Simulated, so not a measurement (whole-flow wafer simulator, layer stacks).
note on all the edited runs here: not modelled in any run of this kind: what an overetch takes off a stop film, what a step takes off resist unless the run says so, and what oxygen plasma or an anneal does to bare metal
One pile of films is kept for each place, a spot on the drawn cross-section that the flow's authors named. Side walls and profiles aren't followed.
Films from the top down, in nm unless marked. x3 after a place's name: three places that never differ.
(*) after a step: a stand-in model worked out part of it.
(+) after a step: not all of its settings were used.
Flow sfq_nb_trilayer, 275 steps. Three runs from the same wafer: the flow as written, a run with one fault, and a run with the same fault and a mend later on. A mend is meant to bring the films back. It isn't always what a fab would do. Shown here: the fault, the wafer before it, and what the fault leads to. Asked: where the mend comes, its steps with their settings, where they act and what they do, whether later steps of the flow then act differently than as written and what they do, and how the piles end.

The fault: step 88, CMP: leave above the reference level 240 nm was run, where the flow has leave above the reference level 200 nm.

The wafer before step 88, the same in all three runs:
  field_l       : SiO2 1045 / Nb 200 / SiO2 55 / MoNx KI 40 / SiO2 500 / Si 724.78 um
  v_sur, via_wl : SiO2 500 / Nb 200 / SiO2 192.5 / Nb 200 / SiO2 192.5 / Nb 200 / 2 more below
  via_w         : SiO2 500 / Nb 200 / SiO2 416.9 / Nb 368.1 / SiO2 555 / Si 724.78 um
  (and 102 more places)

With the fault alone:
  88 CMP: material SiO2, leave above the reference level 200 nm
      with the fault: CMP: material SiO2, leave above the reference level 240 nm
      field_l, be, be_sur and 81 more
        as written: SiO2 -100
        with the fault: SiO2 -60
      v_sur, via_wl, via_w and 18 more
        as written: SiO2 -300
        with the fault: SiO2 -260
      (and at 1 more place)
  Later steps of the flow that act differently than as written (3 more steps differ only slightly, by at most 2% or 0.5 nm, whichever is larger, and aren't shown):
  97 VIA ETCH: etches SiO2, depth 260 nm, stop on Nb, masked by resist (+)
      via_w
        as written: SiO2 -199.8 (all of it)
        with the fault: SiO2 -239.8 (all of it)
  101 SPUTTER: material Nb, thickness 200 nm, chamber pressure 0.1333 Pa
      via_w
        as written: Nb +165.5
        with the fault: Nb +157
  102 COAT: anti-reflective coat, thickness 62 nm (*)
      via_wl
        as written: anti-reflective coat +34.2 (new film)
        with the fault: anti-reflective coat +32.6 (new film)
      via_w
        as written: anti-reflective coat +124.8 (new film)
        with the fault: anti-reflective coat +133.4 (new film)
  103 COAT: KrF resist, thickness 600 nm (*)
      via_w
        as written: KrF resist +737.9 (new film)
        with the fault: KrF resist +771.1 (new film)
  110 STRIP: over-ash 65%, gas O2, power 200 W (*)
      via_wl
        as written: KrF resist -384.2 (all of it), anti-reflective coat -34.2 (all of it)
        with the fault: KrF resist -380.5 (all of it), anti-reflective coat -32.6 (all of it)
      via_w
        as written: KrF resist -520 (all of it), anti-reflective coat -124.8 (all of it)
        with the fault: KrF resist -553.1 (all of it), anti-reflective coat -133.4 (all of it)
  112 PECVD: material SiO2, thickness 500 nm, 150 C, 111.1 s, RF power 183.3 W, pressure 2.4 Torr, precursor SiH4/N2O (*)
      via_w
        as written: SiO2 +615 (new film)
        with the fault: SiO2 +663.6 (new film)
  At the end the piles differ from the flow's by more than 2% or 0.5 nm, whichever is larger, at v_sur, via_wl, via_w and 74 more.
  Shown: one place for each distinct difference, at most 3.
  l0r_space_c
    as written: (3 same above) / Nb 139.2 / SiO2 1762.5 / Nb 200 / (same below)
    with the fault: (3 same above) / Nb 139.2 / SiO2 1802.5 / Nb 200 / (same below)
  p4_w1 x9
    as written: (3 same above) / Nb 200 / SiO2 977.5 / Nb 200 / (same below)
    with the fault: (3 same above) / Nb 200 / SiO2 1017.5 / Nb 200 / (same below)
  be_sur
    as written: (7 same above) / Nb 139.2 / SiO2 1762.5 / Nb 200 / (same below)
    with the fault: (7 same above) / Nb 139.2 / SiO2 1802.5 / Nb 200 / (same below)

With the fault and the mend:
  The mend comes after step 89.
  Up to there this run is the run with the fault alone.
  89a CMP: material SiO2, leave above the reference level 200 nm (the flow's step 88 once more)
      field_l, v_sur, via_wl and 103 more
        SiO2 -40
  No later step of the flow acts differently than as written at any place that is followed.
  At the end the piles are the same as the flow's at every place that both follow.
